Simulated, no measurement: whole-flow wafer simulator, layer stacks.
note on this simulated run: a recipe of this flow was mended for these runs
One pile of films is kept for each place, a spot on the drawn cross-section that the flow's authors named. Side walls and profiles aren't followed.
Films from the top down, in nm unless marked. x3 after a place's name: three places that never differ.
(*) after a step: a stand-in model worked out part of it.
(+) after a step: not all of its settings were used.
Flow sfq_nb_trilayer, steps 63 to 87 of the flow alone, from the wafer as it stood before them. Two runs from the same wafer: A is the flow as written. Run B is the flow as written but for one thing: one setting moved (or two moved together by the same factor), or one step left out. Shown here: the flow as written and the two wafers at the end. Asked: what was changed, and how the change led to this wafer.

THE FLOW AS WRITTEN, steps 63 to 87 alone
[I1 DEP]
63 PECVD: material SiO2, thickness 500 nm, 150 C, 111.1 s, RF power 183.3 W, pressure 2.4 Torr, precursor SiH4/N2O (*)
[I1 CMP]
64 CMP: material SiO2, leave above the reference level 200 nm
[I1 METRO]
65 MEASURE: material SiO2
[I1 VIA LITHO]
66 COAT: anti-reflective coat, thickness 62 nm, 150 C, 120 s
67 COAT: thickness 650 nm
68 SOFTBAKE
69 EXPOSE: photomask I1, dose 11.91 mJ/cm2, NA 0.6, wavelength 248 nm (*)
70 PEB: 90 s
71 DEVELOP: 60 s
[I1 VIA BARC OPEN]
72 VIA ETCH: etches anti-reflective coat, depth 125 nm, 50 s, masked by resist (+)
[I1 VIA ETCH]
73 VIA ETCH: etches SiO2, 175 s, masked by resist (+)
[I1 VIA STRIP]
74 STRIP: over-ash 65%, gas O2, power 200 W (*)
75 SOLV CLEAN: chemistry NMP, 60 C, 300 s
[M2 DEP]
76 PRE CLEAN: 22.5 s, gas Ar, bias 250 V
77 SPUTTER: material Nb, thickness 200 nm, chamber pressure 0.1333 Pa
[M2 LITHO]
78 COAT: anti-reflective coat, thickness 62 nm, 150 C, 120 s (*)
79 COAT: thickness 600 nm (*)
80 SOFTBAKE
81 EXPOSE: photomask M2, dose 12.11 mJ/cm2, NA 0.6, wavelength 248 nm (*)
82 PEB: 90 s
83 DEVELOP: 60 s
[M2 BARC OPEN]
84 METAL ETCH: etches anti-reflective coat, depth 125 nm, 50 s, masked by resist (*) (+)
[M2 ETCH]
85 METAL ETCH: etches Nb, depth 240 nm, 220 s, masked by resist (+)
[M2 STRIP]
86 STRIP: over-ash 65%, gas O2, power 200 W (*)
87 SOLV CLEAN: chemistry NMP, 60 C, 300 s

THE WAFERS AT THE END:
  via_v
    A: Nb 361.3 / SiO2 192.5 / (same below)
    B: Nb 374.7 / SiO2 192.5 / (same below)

The cause: step 73, VIA ETCH: 130 s was run, where the flow has 175 s.

How the change led to this, step by step:
  73 VIA ETCH: etches SiO2, 175 s, masked by resist (+)
      via_v: A SiO2 -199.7 (all of it), Nb -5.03 | B SiO2 -193.1
      field_l, v_sur, via_wl and 102 more: A KrF-resist-other-grade -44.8 | B KrF-resist-other-grade -33.3
  74 STRIP: over-ash 65%, gas O2, power 200 W (*)
      field_l, v_sur, via_wl and 102 more: A KrF-resist-other-grade -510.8 (all of it), anti-reflective coat -62 (all of it) | B KrF-resist-other-grade -522.4 (all of it), anti-reflective coat -62 (all of it)
  76 PRE CLEAN: 22.5 s, gas Ar, bias 250 V
      via_v: A Nb -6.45 | B SiO2 -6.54 (all of it), Nb -0.93
